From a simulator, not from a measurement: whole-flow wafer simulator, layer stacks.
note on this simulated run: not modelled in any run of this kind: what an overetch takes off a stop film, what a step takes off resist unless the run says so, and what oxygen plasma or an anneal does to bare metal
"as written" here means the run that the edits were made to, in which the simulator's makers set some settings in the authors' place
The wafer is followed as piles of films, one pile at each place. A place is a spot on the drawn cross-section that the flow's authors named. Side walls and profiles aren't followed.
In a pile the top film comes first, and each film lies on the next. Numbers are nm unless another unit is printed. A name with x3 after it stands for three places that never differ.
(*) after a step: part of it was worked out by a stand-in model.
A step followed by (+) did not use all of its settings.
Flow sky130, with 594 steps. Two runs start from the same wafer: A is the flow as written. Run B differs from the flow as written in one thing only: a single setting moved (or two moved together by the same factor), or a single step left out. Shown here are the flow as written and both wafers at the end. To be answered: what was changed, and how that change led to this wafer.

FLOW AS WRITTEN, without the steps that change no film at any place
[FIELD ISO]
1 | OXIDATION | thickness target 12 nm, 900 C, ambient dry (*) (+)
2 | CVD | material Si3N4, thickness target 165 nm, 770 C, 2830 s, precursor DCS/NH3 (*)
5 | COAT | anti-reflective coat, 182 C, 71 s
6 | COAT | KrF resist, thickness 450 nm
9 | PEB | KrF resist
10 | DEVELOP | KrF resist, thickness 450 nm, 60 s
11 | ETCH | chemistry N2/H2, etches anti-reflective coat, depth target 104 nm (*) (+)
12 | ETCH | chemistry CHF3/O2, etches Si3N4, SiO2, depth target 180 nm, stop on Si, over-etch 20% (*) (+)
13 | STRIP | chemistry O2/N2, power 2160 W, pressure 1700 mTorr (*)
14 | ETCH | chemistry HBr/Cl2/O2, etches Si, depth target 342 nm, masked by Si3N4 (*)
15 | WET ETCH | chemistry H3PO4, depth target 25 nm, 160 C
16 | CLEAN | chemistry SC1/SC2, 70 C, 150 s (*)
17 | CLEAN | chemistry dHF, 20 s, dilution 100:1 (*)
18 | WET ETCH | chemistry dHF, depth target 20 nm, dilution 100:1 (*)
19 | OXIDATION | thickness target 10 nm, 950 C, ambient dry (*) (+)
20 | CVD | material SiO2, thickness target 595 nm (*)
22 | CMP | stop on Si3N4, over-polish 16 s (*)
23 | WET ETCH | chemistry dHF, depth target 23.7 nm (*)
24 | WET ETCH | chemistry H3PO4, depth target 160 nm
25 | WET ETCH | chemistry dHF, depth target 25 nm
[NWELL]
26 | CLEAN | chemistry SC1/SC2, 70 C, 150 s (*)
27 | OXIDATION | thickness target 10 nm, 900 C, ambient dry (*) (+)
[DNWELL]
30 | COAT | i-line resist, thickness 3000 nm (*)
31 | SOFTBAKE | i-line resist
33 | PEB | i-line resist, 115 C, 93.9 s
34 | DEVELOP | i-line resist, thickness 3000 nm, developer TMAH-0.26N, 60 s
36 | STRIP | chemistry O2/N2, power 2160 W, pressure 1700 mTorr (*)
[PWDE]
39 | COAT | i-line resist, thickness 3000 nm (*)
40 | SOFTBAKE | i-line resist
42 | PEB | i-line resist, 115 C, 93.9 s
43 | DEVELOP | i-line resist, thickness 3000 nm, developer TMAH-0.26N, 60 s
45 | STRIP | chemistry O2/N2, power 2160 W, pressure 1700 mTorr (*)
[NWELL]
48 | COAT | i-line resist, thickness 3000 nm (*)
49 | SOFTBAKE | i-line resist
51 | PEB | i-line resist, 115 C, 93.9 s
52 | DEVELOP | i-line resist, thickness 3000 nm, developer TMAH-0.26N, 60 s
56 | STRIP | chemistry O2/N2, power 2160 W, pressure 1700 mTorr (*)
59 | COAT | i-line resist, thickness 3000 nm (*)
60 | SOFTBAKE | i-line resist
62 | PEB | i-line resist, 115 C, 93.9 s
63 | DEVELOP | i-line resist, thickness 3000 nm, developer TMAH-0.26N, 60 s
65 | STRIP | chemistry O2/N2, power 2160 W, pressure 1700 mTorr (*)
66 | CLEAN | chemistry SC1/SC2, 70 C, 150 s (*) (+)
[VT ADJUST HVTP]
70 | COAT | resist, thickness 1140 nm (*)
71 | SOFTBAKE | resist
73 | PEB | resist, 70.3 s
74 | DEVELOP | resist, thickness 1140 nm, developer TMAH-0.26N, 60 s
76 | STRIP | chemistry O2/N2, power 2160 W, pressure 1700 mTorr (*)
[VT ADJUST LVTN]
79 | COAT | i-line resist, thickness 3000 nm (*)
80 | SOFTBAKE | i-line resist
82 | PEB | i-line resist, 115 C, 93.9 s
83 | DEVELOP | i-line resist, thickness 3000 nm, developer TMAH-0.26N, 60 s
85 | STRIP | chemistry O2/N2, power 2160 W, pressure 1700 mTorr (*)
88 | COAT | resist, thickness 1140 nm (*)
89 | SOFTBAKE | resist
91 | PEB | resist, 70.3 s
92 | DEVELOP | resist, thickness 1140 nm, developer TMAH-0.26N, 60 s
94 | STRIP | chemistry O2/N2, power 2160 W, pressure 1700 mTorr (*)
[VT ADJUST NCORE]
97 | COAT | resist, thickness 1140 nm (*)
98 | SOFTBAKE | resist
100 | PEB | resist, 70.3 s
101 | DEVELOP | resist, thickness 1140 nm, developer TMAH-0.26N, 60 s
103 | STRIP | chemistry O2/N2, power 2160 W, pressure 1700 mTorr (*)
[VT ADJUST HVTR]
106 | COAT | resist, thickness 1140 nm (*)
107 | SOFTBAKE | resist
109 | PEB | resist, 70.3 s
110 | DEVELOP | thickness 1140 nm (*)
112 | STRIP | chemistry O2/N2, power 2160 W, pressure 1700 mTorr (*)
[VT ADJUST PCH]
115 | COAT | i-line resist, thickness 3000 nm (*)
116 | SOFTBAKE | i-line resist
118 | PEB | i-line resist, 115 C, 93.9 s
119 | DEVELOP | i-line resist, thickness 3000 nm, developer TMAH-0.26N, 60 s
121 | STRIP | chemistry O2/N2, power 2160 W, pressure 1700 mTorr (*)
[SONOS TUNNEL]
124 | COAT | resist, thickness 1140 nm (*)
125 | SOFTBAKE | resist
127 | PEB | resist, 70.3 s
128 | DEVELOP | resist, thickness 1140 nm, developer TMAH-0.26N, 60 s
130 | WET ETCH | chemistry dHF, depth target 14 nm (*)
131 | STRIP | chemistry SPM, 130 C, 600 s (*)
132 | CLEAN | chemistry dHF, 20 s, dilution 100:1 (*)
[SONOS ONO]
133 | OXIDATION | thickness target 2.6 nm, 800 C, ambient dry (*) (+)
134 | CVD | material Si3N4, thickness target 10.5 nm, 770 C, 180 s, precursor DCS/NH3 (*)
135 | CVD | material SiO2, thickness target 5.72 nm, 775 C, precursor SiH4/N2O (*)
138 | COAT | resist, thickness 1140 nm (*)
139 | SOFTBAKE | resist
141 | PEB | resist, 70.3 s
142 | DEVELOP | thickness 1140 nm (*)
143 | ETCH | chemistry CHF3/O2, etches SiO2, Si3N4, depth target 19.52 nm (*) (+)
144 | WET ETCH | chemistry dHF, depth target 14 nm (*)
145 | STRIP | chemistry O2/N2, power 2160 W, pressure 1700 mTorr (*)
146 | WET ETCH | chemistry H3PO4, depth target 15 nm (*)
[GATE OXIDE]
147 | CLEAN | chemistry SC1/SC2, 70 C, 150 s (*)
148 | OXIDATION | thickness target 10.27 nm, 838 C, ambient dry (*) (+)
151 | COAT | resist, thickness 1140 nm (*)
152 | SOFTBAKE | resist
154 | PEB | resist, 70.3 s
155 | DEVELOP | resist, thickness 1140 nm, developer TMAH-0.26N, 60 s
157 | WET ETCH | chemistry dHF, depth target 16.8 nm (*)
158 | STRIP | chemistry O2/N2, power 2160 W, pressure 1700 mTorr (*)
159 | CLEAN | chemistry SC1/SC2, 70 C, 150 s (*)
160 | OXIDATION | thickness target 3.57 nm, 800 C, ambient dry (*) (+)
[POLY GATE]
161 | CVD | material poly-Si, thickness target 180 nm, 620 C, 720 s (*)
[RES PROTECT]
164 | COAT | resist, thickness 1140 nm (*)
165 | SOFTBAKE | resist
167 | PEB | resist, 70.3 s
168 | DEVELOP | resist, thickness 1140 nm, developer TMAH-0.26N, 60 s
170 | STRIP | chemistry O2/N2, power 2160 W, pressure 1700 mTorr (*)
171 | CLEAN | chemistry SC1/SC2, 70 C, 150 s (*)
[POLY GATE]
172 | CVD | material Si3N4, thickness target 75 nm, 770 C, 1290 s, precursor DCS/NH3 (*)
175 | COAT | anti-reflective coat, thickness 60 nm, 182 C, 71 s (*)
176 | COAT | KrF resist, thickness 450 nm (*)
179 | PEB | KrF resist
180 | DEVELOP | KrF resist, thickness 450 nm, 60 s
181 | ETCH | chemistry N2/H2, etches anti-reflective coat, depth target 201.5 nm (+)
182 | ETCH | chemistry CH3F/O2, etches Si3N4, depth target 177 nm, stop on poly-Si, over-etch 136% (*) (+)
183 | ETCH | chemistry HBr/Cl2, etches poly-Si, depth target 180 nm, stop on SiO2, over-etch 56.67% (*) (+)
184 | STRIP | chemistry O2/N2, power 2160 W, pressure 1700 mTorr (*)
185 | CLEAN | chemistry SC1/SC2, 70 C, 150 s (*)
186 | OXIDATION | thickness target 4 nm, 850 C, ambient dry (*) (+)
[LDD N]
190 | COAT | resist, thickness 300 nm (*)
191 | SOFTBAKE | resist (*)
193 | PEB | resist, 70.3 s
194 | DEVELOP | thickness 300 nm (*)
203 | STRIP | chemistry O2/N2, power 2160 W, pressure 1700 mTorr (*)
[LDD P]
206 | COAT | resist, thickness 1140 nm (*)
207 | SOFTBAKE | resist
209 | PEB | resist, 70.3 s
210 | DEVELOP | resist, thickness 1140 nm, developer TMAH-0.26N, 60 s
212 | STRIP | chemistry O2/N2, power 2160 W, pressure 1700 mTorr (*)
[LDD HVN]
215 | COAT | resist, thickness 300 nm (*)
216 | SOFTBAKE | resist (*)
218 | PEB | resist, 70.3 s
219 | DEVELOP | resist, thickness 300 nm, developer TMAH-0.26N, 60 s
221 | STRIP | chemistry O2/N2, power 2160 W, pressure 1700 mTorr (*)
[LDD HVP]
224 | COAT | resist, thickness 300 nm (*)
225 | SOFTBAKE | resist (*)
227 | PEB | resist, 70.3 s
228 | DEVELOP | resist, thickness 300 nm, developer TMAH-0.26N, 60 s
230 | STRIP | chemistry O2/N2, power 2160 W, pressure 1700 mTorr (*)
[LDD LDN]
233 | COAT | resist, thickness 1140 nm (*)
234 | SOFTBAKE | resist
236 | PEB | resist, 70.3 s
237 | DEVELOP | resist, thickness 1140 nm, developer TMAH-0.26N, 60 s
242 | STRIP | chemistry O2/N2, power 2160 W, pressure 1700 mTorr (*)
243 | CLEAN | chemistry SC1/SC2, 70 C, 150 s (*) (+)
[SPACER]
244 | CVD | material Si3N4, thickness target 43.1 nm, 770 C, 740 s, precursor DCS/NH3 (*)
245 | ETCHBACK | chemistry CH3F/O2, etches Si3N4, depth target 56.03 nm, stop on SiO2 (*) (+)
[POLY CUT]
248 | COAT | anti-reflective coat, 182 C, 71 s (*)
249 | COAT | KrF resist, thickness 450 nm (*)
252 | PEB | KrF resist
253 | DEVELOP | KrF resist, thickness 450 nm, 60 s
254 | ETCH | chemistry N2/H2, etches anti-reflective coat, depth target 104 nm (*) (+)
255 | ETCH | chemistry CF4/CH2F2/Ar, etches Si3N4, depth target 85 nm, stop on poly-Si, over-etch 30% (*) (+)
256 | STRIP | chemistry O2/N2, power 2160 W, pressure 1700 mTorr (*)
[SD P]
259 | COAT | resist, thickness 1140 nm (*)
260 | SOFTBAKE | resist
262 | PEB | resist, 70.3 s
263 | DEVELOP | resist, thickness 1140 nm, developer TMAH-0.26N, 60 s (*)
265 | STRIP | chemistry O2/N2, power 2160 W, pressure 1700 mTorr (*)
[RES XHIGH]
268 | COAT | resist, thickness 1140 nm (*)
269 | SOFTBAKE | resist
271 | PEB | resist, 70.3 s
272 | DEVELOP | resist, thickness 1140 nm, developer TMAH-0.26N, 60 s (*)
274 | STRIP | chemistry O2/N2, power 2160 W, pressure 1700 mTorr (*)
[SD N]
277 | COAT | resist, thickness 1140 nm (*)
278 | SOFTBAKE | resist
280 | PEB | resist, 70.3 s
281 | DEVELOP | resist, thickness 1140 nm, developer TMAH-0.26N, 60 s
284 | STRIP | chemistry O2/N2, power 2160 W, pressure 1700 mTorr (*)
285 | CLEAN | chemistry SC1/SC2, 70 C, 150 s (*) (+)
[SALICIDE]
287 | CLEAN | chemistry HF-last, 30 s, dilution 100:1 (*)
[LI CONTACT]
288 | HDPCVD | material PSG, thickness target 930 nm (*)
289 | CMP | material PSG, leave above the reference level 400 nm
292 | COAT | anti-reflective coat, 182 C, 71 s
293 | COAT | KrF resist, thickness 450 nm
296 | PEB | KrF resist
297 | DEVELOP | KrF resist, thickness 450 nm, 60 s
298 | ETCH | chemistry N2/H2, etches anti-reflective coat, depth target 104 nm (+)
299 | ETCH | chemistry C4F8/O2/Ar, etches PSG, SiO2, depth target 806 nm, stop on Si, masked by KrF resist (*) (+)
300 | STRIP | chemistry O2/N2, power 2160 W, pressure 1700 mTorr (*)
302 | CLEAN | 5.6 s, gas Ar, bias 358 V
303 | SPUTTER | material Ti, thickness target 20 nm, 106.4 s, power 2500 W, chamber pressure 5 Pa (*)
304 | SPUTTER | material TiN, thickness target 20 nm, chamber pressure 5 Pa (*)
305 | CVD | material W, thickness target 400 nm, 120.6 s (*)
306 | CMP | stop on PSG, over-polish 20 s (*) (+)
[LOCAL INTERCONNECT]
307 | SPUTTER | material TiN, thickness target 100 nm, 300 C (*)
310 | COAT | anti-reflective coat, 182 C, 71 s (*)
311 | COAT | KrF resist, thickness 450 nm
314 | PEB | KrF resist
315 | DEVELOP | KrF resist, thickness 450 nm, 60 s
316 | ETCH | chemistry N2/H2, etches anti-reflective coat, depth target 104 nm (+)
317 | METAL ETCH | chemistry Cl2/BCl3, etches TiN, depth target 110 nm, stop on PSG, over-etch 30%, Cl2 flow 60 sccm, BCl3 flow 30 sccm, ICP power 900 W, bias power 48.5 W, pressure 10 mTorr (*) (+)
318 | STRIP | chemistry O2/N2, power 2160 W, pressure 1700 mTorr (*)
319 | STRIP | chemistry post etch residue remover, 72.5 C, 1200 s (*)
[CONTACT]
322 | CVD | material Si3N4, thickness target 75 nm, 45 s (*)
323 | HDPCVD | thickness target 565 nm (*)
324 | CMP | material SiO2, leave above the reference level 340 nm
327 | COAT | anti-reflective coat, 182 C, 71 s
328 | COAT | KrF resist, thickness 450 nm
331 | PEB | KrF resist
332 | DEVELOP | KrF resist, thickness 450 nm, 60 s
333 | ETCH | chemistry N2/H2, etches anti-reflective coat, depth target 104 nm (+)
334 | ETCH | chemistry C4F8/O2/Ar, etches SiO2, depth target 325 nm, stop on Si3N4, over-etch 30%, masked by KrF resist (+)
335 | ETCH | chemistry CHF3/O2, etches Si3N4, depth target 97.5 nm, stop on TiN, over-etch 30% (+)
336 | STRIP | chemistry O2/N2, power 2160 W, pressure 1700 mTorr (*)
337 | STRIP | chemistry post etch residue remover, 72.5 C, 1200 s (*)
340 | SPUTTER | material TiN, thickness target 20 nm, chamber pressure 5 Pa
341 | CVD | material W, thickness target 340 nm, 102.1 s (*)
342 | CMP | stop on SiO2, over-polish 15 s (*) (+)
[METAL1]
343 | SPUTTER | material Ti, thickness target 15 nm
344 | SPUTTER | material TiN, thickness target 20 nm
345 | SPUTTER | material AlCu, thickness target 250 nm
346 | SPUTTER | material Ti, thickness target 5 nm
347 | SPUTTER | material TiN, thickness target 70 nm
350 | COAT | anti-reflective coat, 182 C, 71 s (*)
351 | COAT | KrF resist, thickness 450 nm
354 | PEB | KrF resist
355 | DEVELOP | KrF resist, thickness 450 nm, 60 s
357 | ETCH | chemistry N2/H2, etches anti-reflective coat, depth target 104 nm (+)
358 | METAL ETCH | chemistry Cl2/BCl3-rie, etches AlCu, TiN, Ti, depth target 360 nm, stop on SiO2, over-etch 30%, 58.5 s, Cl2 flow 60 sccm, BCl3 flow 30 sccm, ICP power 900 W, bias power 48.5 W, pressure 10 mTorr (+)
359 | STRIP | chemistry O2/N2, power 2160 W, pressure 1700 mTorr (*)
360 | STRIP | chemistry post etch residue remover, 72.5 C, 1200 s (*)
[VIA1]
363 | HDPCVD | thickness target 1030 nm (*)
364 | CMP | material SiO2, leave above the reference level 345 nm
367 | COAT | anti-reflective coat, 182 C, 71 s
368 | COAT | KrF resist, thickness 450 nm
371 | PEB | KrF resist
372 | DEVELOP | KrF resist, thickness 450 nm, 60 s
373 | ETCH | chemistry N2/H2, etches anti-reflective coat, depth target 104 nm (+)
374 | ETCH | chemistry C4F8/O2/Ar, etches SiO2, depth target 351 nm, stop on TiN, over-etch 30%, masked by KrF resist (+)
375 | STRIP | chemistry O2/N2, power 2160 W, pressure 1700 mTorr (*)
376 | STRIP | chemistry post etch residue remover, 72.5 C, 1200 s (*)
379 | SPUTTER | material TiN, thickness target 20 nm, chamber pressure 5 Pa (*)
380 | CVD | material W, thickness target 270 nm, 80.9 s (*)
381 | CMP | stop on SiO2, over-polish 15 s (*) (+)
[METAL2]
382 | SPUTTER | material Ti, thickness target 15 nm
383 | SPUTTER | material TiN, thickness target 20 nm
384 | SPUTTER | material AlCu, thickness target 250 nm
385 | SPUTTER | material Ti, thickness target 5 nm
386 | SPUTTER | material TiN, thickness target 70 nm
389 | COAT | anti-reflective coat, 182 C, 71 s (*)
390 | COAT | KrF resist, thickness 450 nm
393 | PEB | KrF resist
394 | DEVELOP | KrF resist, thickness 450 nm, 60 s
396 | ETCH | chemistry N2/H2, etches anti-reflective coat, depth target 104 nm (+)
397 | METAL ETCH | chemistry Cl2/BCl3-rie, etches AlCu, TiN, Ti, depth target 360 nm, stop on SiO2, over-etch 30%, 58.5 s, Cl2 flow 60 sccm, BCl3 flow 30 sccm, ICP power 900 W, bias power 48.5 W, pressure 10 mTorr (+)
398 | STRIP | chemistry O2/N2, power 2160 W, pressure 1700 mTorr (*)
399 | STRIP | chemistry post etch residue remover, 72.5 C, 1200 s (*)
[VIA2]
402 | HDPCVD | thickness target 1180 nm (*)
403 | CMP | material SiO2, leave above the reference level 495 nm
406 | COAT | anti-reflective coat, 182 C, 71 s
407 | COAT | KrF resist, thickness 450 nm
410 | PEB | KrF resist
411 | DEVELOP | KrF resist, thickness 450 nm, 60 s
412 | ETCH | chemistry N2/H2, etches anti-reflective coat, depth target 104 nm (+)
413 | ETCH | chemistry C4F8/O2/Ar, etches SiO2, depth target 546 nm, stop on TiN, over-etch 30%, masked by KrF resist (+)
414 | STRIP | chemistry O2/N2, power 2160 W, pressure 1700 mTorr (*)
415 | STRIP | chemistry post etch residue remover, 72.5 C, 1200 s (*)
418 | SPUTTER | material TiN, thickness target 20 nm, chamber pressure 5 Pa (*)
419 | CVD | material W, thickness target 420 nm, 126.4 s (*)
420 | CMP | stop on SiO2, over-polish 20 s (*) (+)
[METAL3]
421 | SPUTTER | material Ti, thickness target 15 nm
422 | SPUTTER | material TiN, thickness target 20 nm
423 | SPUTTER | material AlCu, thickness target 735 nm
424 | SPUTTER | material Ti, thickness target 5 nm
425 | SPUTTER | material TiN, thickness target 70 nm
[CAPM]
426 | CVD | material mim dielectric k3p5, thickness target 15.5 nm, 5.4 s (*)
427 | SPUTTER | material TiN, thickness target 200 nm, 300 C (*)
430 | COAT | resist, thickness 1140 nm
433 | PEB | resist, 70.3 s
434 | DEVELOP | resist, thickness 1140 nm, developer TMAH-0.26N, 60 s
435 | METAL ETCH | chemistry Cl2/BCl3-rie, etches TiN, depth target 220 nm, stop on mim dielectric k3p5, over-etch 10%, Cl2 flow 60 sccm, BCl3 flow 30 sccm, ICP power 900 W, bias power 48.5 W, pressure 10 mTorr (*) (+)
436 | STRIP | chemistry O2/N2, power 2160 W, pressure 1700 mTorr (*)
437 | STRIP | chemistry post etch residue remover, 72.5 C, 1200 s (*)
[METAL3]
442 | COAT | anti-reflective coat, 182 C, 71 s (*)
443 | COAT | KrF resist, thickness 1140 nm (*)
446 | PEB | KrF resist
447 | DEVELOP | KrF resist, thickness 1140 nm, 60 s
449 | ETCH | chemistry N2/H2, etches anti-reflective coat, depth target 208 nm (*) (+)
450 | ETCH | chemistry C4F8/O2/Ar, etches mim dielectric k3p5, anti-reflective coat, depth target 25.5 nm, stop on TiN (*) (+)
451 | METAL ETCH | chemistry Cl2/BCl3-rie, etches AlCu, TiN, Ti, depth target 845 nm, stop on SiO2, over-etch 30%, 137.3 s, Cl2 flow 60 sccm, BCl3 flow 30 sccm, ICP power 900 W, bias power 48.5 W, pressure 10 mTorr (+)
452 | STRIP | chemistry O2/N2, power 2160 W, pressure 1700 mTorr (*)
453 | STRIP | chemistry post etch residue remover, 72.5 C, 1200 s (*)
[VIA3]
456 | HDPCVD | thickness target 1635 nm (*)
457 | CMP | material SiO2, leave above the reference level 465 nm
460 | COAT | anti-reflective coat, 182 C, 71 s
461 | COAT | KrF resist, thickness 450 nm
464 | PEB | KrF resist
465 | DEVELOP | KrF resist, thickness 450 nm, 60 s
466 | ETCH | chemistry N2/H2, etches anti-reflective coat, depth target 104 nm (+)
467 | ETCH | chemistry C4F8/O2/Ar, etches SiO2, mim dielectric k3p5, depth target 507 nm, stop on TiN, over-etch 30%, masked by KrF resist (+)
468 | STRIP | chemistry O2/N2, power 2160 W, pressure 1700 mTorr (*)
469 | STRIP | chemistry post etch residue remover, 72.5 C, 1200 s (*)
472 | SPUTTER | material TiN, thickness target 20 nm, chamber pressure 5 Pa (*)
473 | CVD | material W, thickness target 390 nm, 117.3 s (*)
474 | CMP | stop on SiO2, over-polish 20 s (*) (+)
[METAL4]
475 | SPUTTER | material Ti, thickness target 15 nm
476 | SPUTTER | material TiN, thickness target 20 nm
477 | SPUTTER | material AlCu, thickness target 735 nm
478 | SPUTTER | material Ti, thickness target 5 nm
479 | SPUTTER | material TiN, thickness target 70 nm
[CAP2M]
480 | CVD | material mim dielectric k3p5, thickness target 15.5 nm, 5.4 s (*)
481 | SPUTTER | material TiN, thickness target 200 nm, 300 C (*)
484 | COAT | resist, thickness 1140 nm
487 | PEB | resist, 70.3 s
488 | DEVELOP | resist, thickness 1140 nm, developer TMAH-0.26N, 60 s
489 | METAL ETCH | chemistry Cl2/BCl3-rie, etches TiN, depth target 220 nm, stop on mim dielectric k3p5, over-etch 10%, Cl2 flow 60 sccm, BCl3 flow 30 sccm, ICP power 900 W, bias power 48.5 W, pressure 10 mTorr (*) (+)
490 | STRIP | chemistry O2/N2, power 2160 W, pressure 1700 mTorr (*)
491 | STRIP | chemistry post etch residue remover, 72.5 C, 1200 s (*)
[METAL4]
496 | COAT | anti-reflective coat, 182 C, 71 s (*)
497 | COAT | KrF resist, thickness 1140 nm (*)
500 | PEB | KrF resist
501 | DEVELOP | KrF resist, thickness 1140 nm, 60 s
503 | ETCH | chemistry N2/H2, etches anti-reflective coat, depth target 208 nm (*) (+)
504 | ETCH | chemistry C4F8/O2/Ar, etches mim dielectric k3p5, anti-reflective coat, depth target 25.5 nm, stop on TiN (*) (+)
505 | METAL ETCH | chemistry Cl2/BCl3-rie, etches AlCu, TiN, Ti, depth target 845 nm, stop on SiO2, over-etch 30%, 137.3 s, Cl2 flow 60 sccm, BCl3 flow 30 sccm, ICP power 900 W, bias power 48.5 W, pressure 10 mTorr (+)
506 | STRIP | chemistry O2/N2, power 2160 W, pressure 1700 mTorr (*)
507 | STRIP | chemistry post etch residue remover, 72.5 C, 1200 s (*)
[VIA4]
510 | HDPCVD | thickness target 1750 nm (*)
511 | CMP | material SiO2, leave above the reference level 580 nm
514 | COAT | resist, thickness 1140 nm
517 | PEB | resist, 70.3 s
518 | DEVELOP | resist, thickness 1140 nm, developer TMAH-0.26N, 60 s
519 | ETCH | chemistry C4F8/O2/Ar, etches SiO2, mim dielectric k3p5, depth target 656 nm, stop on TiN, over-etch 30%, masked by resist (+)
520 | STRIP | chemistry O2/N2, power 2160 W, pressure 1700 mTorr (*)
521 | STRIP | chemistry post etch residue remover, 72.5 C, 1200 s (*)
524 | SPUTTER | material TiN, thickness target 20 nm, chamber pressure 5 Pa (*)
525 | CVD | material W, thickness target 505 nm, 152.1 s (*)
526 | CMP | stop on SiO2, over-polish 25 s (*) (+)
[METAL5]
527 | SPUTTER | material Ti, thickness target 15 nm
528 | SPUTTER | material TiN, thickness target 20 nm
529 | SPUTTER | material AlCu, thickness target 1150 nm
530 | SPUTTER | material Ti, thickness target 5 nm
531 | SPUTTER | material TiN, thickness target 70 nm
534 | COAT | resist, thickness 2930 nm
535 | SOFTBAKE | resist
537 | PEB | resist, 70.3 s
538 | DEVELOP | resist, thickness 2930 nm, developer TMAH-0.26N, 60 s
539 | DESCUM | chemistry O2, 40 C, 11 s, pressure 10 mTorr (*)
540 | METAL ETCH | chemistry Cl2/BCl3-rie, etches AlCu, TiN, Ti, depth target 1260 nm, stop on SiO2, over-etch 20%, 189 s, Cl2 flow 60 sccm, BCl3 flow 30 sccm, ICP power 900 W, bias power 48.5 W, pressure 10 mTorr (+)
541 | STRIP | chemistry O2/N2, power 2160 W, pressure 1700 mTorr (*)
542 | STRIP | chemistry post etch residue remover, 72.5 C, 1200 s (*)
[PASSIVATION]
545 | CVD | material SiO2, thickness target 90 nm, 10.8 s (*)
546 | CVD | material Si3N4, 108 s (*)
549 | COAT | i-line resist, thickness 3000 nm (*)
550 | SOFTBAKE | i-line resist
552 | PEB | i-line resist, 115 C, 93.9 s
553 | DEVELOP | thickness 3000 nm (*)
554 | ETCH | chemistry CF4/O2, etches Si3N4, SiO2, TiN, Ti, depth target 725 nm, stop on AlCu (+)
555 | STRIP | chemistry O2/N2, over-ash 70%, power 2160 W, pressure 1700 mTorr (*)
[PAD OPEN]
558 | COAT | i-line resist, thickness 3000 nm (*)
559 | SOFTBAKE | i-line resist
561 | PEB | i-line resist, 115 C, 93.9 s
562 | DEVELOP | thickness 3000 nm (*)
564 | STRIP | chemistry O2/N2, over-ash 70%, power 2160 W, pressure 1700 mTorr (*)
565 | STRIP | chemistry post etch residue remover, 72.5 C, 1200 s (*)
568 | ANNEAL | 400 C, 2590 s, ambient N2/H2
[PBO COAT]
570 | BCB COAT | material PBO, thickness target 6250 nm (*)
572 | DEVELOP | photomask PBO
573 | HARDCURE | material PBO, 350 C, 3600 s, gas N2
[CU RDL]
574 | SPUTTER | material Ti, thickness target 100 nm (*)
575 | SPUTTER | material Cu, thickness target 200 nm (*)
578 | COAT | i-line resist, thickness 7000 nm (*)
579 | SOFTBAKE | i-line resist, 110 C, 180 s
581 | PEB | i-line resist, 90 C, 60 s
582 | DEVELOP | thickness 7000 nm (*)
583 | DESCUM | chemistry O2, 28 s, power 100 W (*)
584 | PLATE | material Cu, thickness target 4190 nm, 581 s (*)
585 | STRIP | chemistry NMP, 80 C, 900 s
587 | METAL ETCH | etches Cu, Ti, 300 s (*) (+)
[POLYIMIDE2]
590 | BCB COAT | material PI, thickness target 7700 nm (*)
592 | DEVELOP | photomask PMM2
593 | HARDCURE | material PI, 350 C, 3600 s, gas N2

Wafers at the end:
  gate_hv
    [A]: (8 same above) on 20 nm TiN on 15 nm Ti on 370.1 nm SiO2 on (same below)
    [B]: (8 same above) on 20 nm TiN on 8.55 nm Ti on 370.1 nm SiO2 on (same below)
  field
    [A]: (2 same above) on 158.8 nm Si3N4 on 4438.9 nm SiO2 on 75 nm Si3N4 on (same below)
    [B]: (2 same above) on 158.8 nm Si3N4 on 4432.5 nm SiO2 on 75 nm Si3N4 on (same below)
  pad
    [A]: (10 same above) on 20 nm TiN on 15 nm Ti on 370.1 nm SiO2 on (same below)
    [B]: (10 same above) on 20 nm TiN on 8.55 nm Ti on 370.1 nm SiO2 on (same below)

Cause: step 475, SPUTTER: thickness target 8.55 nm was run, whereas the flow has thickness target 15 nm.
One can read it off the wafer: gate_hv has Ti 8.55, and step 475 as written asks for 15 nm.

Step by step, how the change led to this:
  475 | SPUTTER | material Ti, thickness target 15 nm
      field, active, n_well and 189 more: A +15 Ti (new film) | B +8.55 Ti (new film)
  505 | METAL ETCH | chemistry Cl2/BCl3-rie, etches AlCu, TiN, Ti, depth target 845 nm, stop on SiO2, over-etch 30%, 137.3 s, Cl2 flow 60 sccm, BCl3 flow 30 sccm, ICP power 900 W, bias power 48.5 W, pressure 10 mTorr (+)
      field, gate, spacer and 68 more: A -70 TiN (all of it), -5 Ti (all of it), -735 AlCu (all of it), -20 TiN (all of it), -15 Ti (all of it), -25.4 SiO2 | B -70 TiN (all of it), -5 Ti (all of it), -735 AlCu (all of it), -20 TiN (all of it), -8.55 Ti (all of it), -26 SiO2
      active, vpp_iso1, mim_edge_plate and 14 more: A -70 TiN (all of it), -5 Ti (all of it), -735 AlCu (all of it), -20 TiN (all of it), -15 Ti (all of it), -25.3 SiO2 | B -70 TiN (all of it), -5 Ti (all of it), -735 AlCu (all of it), -20 TiN (all of it), -8.55 Ti (all of it), -26 SiO2
